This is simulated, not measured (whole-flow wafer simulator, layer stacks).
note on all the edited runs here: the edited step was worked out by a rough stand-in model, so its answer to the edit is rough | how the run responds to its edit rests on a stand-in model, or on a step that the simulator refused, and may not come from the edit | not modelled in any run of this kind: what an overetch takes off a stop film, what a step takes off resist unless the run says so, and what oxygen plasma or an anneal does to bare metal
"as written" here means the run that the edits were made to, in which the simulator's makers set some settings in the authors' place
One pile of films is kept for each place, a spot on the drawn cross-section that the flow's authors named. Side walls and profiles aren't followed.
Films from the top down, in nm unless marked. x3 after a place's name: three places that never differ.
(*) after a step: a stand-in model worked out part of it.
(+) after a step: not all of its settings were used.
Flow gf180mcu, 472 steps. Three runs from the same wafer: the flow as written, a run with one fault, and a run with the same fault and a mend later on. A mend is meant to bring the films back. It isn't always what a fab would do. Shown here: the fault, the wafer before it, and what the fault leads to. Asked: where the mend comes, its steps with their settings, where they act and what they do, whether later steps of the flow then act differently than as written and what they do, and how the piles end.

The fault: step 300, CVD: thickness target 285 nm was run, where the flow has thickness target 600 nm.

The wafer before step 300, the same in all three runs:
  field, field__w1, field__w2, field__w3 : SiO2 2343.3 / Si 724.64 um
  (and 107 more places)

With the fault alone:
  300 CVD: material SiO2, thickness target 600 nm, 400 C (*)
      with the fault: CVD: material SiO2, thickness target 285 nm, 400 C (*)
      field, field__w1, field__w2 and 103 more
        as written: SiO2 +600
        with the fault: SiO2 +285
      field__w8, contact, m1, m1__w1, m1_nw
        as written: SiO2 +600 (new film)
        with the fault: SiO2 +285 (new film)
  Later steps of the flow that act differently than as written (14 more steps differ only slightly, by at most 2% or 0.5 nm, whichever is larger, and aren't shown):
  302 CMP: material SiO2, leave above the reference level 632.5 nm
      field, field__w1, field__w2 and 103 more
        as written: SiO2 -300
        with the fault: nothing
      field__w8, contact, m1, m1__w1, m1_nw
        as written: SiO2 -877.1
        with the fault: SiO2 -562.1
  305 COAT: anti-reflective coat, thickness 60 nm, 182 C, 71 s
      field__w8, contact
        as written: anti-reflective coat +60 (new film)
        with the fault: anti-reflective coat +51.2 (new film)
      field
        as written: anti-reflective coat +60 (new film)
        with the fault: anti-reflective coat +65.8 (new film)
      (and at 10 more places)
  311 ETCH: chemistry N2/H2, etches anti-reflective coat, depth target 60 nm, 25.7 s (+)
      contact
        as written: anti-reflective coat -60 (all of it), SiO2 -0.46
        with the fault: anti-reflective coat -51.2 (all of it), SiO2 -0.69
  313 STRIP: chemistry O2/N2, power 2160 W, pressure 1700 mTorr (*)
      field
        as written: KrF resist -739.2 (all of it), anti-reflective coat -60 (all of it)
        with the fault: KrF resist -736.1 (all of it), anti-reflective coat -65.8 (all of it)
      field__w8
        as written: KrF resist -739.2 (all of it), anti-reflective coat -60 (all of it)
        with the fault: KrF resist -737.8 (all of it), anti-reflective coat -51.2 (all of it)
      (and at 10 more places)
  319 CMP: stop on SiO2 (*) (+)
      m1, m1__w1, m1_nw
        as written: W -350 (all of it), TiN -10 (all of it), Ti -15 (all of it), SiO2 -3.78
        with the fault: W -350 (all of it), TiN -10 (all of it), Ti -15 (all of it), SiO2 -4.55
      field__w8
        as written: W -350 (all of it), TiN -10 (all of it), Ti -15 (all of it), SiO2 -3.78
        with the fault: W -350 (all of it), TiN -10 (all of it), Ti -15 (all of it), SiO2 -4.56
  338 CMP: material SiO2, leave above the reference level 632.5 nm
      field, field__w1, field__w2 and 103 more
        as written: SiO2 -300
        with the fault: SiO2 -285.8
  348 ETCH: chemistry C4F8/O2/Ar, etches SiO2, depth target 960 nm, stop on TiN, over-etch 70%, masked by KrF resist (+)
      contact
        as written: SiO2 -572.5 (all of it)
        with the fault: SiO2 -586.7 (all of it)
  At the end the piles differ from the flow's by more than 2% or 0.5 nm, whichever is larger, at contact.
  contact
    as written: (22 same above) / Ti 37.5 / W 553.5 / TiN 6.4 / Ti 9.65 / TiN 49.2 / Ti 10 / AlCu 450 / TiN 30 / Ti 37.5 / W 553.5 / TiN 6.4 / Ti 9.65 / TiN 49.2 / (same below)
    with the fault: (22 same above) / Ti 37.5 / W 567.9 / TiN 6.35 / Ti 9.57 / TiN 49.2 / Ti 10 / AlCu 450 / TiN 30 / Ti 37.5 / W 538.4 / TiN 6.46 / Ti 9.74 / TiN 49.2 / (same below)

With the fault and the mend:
  The mend comes after step 300.
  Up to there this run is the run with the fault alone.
  300a CVD: material SiO2, thickness target 315 nm, 400 C (*) (the flow's step 300 once more, with other settings)
      field, field__w1, field__w2 and 108 more
        SiO2 +315
  No later step of the flow acts differently than as written at any place that is followed.
  At the end the piles are the same as the flow's at every place that both follow.
